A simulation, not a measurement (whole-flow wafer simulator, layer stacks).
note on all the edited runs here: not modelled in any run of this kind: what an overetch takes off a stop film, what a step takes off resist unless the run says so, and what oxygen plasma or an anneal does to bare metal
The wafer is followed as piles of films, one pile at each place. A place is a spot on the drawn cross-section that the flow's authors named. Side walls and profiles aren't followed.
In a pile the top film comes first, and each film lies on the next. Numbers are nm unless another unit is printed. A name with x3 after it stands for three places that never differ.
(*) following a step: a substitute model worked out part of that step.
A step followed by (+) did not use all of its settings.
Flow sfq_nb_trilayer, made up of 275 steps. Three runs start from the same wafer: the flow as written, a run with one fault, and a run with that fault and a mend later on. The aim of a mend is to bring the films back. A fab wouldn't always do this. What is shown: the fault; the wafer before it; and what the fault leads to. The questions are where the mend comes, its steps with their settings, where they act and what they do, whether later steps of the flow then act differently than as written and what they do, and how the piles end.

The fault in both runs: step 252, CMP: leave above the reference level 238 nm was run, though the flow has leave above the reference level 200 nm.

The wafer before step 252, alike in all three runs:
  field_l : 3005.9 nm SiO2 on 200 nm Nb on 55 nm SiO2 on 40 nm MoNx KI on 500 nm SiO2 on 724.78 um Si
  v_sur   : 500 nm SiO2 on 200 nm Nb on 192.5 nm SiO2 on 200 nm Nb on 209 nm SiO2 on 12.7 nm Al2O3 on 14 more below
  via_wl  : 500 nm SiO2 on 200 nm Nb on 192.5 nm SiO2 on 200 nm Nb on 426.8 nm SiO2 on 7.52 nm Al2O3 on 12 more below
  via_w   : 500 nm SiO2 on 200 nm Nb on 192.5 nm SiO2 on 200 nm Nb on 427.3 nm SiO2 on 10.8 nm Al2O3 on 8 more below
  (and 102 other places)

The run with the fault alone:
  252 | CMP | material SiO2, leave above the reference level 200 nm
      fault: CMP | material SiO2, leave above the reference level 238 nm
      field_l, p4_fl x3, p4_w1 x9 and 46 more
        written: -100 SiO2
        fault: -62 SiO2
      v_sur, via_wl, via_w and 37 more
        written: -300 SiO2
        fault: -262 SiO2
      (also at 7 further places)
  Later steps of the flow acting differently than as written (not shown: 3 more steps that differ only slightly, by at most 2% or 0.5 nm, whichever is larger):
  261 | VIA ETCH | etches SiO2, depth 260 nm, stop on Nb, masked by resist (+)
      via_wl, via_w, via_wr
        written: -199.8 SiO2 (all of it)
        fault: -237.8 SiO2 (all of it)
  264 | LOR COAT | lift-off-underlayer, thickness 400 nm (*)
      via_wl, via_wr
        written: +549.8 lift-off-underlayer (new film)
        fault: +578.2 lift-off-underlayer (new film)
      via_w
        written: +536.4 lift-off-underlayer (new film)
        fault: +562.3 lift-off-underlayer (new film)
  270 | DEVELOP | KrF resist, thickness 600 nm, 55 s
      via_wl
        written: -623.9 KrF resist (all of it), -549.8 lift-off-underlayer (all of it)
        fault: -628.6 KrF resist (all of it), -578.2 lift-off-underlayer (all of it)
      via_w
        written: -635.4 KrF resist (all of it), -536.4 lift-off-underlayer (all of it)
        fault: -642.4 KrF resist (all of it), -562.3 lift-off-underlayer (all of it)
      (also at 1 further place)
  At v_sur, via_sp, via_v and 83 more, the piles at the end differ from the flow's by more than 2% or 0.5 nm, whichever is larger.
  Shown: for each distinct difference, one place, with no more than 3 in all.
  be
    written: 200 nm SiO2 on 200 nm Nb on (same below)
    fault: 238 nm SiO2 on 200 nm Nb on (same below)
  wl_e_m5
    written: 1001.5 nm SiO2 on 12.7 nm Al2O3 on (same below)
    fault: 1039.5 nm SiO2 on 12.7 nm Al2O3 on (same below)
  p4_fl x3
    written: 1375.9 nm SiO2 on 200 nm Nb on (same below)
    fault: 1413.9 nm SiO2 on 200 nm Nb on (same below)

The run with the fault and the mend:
  The mend follows step 259.
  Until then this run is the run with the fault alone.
  259a | STRIP | over-ash 65%, gas O2, power 200 W (*)
      field_l, v_sur, via_sp and 100 more
        -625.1 KrF resist (all of it), -62 anti-reflective coat (all of it)
      via_wl, via_w, via_wr
        -62 anti-reflective coat (all of it)
  259b | CMP | material SiO2, leave above the reference level 200 nm (the flow's step 252 again)
      field_l, v_sur, via_wl and 103 more
        -38 SiO2
  259c | COAT | anti-reflective coat, thickness 62 nm (the flow's step 254 again)
      field_l, v_sur, via_wl and 103 more
        +62 anti-reflective coat (new film)
  259d | COAT | KrF resist, thickness 650 nm (the flow's step 255 again)
      field_l, v_sur, via_wl and 103 more
        +650 KrF resist (new film)
  259e | SOFTBAKE | KrF resist (the flow's step 256 again)
      alters no film at any place that is followed
  259f | EXPOSE | photomask I7, dose 11.93 mJ/cm2, NA 0.6, wavelength 248 nm (*) (the flow's step 257 again)
      alters no film at any place that is followed
  259g | PEB | KrF resist, 90 s (the flow's step 258 again)
      field_l, v_sur, via_wl and 103 more
        -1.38 KrF resist
  259h | DEVELOP | KrF resist, thickness 650 nm, 60 s (the flow's step 259 again)
      field_l, v_sur, via_sp and 100 more
        -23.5 KrF resist
      via_wl, via_w, via_wr
        -648.6 KrF resist (all of it)
  Later steps of the flow that are run all act as written at every place that is followed.
  The piles end the same as the flow's at every place that both follow.
